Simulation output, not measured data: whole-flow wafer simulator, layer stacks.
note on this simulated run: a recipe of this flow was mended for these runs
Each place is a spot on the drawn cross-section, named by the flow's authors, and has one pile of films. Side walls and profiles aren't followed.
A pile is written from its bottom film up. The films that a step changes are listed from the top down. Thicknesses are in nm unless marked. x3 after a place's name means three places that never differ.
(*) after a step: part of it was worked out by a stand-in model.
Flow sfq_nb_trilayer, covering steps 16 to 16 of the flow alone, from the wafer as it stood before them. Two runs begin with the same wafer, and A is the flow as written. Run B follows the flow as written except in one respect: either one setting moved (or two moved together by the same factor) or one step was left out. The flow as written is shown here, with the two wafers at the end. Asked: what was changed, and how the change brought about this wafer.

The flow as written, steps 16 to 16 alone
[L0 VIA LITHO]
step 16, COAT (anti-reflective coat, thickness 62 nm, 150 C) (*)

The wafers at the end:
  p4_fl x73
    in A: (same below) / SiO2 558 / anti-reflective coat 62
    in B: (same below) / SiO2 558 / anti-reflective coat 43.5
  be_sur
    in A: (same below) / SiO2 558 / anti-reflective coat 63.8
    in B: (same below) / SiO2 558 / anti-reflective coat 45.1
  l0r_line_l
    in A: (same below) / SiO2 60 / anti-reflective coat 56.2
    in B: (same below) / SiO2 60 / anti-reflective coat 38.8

Cause: step 16, COAT: thickness 43.5 nm was run, though the flow has thickness 62 nm.
One can read it off the wafer: p4_fl x73 has anti-reflective coat 43.5, and step 16 as written asks for 62 nm.

Step by step, how the change led to this:
  step 16, COAT (anti-reflective coat, thickness 62 nm, 150 C) (*)
      p4_fl x73: A +62 anti-reflective coat (new film) | B +43.5 anti-reflective coat (new film)
      be_sur, gap, jj_sur and 8 more: A +63.8 anti-reflective coat (new film) | B +45.1 anti-reflective coat (new film)
      (also at 22 further places)
